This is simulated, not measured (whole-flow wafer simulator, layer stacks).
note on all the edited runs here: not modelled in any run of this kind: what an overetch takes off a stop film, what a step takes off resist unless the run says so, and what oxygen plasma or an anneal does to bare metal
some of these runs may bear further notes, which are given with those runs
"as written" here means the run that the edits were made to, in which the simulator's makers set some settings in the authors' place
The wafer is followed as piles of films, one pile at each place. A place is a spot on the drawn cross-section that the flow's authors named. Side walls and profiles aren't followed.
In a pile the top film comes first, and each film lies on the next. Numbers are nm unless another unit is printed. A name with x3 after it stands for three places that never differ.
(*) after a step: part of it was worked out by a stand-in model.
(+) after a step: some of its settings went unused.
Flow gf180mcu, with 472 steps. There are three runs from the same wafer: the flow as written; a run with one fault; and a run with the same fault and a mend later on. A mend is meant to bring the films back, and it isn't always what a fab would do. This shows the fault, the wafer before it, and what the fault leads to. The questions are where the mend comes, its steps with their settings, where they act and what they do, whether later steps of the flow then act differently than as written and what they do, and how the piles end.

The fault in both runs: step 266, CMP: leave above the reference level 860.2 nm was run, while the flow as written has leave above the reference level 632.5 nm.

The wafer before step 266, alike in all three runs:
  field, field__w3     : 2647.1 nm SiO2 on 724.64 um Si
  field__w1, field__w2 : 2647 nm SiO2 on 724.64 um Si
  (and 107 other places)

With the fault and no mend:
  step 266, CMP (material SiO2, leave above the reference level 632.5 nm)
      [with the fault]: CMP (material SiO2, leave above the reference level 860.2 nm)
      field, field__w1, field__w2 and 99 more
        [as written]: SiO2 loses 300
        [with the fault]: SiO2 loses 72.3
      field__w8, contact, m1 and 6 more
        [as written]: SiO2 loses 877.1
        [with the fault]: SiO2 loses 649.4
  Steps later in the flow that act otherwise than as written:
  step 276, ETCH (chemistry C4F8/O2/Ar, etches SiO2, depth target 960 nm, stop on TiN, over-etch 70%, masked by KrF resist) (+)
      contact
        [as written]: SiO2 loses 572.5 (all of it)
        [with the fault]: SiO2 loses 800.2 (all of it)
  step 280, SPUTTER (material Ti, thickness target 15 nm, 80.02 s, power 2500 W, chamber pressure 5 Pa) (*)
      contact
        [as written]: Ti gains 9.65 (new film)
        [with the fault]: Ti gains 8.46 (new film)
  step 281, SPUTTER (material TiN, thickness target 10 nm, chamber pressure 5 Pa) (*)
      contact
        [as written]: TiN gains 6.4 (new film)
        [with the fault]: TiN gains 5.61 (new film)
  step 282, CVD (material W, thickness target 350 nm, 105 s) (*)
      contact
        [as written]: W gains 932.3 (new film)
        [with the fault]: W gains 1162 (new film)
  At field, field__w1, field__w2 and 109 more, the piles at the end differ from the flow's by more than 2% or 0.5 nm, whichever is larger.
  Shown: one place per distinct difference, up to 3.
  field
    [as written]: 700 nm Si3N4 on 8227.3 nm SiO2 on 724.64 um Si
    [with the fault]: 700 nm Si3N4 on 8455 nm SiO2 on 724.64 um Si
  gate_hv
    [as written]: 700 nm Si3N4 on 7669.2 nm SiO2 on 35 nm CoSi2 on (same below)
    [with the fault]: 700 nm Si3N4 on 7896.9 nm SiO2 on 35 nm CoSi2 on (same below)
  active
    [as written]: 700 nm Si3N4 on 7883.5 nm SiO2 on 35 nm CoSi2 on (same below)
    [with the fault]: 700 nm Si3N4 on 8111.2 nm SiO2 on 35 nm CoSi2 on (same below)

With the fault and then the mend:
  After step 274 comes the mend.
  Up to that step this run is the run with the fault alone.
  step 274a, STRIP (chemistry O2/N2, power 2160 W, pressure 1700 mTorr) (*)
      field, field__w1, field__w2 and 107 more
        KrF resist loses 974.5 (all of it), anti-reflective coat loses 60 (all of it)
      contact
        anti-reflective coat loses 60 (all of it)
  step 274b, CMP (material SiO2, leave above the reference level 632.5 nm) (a further turn of the flow's step 266)
      field, field__w1, field__w2 and 108 more
        SiO2 loses 227.7
  step 274c, HMDS (120 C, 60 s) (a further turn of the flow's step 268)
      does not change any film at any place that is followed
  step 274d, COAT (anti-reflective coat, thickness 60 nm, 182 C, 71 s) (a further turn of the flow's step 269)
      field, field__w1, field__w2 and 108 more
        anti-reflective coat gains 60 (new film)
  step 274e, COAT (KrF resist, thickness 1000 nm) (a further turn of the flow's step 270)
      field, field__w1, field__w2 and 108 more
        KrF resist gains 1000 (new film)
  step 274f, SOFTBAKE (KrF resist) (a further turn of the flow's step 271)
      does not change any film at any place that is followed
  step 274g, EXPOSE (photomask Via1) (a further turn of the flow's step 272)
      does not change any film at any place that is followed
  step 274h, PEB (KrF resist, 135 C, 90 s) (a further turn of the flow's step 273)
      field, field__w1, field__w2 and 108 more
        KrF resist loses 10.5
  step 274i, DEVELOP (KrF resist, thickness 1000 nm, 60 s) (a further turn of the flow's step 274)
      field, field__w1, field__w2 and 107 more
        KrF resist loses 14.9
      contact
        KrF resist loses 989.5 (all of it)
  None of the later steps of the flow acts differently than as written at any place that is followed.
  The piles end the same as the flow's at every place that both follow.
